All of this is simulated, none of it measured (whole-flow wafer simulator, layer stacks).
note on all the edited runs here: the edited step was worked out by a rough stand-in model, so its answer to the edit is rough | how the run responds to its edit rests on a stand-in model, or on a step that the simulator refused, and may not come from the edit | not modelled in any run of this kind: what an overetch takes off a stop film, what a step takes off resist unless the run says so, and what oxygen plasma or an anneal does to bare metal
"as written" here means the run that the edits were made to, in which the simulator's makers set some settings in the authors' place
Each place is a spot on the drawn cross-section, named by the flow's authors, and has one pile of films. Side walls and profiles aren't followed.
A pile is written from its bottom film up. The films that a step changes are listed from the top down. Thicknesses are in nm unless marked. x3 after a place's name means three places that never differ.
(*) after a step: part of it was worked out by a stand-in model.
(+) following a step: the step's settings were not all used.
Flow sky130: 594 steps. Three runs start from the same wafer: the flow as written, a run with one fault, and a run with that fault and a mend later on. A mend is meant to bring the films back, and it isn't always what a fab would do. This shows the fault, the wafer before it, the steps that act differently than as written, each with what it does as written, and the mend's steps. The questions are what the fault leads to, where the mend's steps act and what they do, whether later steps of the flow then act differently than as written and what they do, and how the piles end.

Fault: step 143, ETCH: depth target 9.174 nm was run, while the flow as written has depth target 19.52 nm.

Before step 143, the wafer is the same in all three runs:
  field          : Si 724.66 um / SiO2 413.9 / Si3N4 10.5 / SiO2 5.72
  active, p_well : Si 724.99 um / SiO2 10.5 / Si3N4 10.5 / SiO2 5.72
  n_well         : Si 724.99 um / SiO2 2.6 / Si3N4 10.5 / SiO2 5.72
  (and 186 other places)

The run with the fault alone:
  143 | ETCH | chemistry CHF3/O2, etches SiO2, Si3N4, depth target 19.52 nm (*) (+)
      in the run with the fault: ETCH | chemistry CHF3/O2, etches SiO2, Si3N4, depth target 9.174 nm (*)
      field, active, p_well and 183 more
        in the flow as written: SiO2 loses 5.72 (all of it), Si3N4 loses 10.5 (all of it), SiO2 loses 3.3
        in the run with the fault: SiO2 loses 5.72 (all of it), Si3N4 loses 3.45
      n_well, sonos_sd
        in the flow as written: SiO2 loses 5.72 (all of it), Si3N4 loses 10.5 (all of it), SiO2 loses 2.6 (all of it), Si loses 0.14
        in the run with the fault: SiO2 loses 5.72 (all of it), Si3N4 loses 3.45
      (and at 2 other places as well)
  Later steps of the flow acting differently than as written (44 other steps are not shown; they differ only slightly, by no more than 2% or 0.5 nm, whichever is larger):
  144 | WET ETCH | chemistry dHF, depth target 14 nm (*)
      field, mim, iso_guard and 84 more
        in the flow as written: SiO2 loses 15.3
        in the run with the fault: Si3N4 loses 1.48
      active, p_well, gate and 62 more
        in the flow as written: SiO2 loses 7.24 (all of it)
        in the run with the fault: Si3N4 loses 1.48
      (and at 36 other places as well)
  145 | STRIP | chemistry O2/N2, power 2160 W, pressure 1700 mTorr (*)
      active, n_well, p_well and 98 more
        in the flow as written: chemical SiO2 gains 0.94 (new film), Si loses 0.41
        in the run with the fault: nothing
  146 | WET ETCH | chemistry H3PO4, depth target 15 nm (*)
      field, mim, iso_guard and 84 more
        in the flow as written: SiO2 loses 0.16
        in the run with the fault: Si3N4 loses 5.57 (all of it), SiO2 loses 0.1
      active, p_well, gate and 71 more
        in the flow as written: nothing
        in the run with the fault: Si3N4 loses 5.57 (all of it)
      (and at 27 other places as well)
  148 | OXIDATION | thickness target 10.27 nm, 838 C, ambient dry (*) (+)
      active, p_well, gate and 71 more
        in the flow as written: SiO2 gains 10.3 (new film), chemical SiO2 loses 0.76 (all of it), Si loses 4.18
        in the run with the fault: SiO2 gains 6.52, Si loses 2.87
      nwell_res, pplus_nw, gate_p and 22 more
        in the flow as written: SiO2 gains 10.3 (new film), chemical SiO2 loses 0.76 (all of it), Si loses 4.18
        in the run with the fault: SiO2 gains 6.54, Si loses 2.88
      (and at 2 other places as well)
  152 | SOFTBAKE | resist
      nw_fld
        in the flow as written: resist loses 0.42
        in the run with the fault: resist gains 1.42
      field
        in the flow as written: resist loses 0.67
        in the run with the fault: resist loses 0.04
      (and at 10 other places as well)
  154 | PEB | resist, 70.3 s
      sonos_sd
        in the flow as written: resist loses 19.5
        in the run with the fault: resist loses 20.1
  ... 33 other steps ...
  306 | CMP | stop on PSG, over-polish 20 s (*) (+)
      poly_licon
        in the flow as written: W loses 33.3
        in the run with the fault: W loses 50.1
  At field, gate_hv, m1 and 127 more, the piles at the end differ from the flow's by more than 2% or 0.5 nm, whichever is larger.
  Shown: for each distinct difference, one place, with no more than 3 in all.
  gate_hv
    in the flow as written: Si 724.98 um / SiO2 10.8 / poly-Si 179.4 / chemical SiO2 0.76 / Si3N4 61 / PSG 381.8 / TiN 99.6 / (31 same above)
    in the run with the fault: Si 724.99 um / SiO2 17.1 / poly-Si 179.4 / chemical SiO2 0.76 / Si3N4 61 / PSG 375.5 / TiN 99.6 / (31 same above)
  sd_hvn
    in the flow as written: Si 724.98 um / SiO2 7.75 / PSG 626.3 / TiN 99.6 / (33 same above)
    in the run with the fault: Si 724.98 um / SiO2 13.9 / PSG 620.1 / TiN 99.6 / (33 same above)
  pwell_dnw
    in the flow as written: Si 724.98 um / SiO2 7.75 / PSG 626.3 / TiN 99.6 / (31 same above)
    in the run with the fault: Si 724.98 um / SiO2 13.9 / PSG 620.1 / TiN 99.6 / (31 same above)

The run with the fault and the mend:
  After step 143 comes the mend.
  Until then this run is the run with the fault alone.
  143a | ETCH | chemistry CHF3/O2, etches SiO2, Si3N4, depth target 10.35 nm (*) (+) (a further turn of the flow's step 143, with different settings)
      field, active, p_well and 183 more
        Si3N4 loses 7.05 (all of it), SiO2 loses 3.3
      n_well, sonos_sd
        Si3N4 loses 7.05 (all of it), SiO2 loses 2.6 (all of it), Si loses 0.14
      sonos_cell, sonos_cell_x
        resist loses 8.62
  None of the later steps of the flow differs from how it acts as written, at any place that is followed, by more than 2% or 0.5 nm, whichever is larger.
  The piles end only slightly different from the flow's at the places that both follow, by no more than 2% or 0.5 nm, whichever is larger.
